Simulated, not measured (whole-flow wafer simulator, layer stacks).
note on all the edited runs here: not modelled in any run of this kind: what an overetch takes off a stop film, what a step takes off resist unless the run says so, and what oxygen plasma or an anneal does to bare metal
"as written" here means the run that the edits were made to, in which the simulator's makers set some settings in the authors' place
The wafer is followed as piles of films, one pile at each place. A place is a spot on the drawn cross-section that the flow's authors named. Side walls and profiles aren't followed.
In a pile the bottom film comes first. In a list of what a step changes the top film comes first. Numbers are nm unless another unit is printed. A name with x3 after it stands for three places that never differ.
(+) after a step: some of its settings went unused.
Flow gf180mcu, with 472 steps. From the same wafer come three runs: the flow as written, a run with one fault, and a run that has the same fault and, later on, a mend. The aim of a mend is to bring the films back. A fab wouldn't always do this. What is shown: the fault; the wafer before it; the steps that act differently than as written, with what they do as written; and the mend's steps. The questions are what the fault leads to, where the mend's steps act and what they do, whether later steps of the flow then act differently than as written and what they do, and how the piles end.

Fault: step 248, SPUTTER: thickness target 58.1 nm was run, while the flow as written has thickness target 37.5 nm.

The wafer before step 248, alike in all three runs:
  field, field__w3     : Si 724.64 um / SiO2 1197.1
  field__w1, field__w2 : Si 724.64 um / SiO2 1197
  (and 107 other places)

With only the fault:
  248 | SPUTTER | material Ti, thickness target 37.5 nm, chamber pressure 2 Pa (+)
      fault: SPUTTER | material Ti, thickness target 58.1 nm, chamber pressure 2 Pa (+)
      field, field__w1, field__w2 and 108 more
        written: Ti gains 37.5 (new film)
        fault: Ti gains 58.1 (new film)
  Later steps of the flow acting differently than as written:
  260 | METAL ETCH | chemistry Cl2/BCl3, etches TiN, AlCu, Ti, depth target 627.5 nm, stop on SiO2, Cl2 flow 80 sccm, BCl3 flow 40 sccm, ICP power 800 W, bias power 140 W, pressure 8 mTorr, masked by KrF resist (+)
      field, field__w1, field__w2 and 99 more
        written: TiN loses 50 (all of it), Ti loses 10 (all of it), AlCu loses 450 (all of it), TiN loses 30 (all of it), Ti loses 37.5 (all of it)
        fault: TiN loses 50 (all of it), Ti loses 10 (all of it), AlCu loses 450 (all of it), TiN loses 30 (all of it), Ti loses 58.1 (all of it)
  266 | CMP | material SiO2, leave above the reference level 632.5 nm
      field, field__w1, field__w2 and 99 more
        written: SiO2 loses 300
        fault: SiO2 loses 279.4
  The piles end different from the flow's at field__w8, contact, m1 and 6 more by more than 2% or 0.5 nm, whichever is larger.
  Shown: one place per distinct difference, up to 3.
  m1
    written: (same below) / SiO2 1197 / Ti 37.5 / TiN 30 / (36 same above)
    fault: (same below) / SiO2 1197 / Ti 58.1 / TiN 30 / (36 same above)
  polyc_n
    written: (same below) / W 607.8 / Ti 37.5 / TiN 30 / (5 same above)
    fault: (same below) / W 607.8 / Ti 58.1 / TiN 30 / (5 same above)
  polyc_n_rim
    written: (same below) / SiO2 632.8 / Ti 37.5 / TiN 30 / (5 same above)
    fault: (same below) / SiO2 632.8 / Ti 58.1 / TiN 30 / (5 same above)

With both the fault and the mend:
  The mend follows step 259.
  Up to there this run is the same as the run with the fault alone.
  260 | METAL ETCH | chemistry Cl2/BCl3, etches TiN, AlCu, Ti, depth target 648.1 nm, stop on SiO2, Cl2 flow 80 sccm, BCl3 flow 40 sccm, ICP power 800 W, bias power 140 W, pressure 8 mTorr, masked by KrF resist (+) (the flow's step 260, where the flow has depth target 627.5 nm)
      field, field__w1, field__w2 and 99 more
        TiN loses 50 (all of it), Ti loses 10 (all of it), AlCu loses 450 (all of it), TiN loses 30 (all of it), Ti loses 58.1 (all of it)
      field__w8, contact, m1 and 6 more
        KrF resist loses 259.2
  Later steps of the flow acting differently than as written (1 other step is not shown; it differs only slightly, by no more than 2% or 0.5 nm, whichever is larger):
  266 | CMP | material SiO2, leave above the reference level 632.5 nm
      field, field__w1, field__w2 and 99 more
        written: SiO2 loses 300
        mend: SiO2 loses 279.4
  The piles end different from the flow's at field__w8, contact, m1 and 6 more by more than 2% or 0.5 nm, whichever is larger.
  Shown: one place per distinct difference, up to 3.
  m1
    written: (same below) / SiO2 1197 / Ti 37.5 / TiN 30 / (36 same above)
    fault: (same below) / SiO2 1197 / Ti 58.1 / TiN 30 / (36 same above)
    mend: (same below) / SiO2 1197 / Ti 58.1 / TiN 30 / (36 same above)
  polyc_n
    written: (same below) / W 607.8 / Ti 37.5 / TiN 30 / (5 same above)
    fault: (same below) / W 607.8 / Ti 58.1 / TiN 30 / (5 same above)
    mend: (same below) / W 607.8 / Ti 58.1 / TiN 30 / (5 same above)
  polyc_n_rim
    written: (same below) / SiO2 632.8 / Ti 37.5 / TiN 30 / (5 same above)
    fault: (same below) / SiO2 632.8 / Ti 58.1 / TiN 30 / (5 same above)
    mend: (same below) / SiO2 632.8 / Ti 58.1 / TiN 30 / (5 same above)
